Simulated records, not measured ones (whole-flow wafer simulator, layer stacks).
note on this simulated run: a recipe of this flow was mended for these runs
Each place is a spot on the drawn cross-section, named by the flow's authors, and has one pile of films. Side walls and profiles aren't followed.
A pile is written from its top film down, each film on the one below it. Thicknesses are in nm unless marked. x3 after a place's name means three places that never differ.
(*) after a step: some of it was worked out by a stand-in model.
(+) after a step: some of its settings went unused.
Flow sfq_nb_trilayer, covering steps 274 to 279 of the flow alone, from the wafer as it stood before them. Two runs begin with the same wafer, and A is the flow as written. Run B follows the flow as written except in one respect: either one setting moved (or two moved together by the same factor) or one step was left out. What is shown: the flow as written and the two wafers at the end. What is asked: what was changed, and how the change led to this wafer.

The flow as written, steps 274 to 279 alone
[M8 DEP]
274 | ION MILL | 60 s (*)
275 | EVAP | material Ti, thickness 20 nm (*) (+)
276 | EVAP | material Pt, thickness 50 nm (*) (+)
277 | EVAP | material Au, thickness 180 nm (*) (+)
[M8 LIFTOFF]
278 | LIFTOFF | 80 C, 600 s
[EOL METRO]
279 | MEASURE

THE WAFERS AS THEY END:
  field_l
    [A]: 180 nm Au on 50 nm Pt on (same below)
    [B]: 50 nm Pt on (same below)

The reason: step 277, EVAP: material Au, thickness 180 nm (*) (+), was omitted.

The path from the change to this, step by step:
  278 | LIFTOFF | 80 C, 600 s
      p4_fl x5, p4_w1 x9, p3_s0 x11 and 49 more: A Au loses 180 (all of it), Pt loses 50 (all of it), Ti loses 20 (all of it), KrF-resist-other-grade loses 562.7 (all of it), lift-off-underlayer loses 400 (all of it) | B Pt loses 50 (all of it), Ti loses 20 (all of it), KrF-resist-other-grade loses 562.7 (all of it), lift-off-underlayer loses 400 (all of it)
      r_sur, res, r_end: A Au loses 180 (all of it), Pt loses 50 (all of it), Ti loses 20 (all of it), KrF-resist-other-grade loses 559.9 (all of it), lift-off-underlayer loses 399.5 (all of it) | B Pt loses 50 (all of it), Ti loses 20 (all of it), KrF-resist-other-grade loses 559.9 (all of it), lift-off-underlayer loses 399.5 (all of it)
      (as well as at 18 more places)
